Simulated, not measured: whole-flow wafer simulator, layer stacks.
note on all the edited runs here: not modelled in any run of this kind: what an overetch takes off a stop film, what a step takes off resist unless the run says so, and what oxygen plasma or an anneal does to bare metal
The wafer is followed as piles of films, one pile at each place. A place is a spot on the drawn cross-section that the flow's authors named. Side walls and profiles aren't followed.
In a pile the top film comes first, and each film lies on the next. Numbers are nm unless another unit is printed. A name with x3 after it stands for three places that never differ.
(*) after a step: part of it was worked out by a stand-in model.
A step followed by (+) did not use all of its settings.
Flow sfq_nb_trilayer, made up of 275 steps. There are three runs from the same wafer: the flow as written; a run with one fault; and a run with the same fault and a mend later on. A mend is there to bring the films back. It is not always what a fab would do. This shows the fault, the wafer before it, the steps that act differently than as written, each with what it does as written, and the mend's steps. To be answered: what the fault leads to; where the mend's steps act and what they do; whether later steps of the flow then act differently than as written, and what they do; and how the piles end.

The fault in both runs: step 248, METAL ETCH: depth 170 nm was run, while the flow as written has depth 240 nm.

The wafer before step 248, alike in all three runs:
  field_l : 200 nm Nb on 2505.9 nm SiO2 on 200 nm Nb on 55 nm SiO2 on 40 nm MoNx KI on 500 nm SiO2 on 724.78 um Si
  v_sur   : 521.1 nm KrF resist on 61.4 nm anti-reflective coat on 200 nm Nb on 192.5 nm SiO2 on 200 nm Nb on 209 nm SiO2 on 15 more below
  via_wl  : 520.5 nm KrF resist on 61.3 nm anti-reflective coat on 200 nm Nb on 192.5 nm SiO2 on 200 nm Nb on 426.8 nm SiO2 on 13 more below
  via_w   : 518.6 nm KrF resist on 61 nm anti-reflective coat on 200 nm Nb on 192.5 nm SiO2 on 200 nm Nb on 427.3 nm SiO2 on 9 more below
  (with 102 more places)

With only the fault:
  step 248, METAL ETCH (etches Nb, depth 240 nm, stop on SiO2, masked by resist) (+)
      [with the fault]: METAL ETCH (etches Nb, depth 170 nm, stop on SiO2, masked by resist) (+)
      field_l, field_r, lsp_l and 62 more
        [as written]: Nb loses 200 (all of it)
        [with the fault]: Nb loses 170
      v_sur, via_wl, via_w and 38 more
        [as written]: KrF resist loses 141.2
        [with the fault]: KrF resist loses 100
  Steps later in the flow that act otherwise than as written:
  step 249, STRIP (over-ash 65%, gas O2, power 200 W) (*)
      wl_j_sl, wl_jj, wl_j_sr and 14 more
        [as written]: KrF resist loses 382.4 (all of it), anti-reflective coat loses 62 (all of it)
        [with the fault]: KrF resist loses 423.6 (all of it), anti-reflective coat loses 62 (all of it)
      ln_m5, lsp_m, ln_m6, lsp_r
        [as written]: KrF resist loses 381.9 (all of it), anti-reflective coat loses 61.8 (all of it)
        [with the fault]: KrF resist loses 423.1 (all of it), anti-reflective coat loses 61.8 (all of it)
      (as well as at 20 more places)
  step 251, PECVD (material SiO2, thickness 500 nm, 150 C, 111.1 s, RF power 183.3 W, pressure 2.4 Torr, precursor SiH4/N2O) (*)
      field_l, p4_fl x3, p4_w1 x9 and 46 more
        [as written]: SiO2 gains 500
        [with the fault]: SiO2 gains 500 (new film)
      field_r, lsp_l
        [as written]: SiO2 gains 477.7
        [with the fault]: SiO2 gains 481 (new film)
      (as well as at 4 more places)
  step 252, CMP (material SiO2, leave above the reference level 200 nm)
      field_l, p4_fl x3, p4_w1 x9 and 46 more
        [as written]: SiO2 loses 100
        [with the fault]: SiO2 loses 130
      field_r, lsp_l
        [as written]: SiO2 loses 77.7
        [with the fault]: SiO2 loses 111
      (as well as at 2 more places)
  At field_l, field_r, lsp_l and 62 more, the piles at the end differ from the flow's by more than 2% or 0.5 nm, whichever is larger.
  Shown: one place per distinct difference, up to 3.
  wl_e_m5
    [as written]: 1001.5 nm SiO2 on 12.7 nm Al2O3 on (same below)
    [with the fault]: 370 nm SiO2 on 30 nm Nb on 601.5 nm SiO2 on 12.7 nm Al2O3 on (same below)
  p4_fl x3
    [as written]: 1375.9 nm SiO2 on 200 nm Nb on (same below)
    [with the fault]: 370 nm SiO2 on 30 nm Nb on 975.9 nm SiO2 on 200 nm Nb on (same below)
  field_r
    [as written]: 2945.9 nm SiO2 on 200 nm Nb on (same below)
    [with the fault]: 370 nm SiO2 on 30 nm Nb on 2545.9 nm SiO2 on 200 nm Nb on (same below)

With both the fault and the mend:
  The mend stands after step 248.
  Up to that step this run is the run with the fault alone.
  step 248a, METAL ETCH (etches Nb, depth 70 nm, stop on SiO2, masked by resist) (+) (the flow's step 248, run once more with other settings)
      field_l, field_r, lsp_l and 62 more
        Nb loses 30 (all of it)
      v_sur, via_wl, via_w and 38 more
        KrF resist loses 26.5
  Steps later in the flow that act otherwise than as written:
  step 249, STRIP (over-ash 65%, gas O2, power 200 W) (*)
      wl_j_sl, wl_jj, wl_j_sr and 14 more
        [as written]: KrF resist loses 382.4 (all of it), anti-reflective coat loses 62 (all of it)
        [with the mend]: KrF resist loses 397.1 (all of it), anti-reflective coat loses 62 (all of it)
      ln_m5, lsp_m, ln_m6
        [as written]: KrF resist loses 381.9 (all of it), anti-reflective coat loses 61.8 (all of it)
        [with the mend]: KrF resist loses 396.6 (all of it), anti-reflective coat loses 61.8 (all of it)
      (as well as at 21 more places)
  The piles end the same as the flow's at every place that both follow.
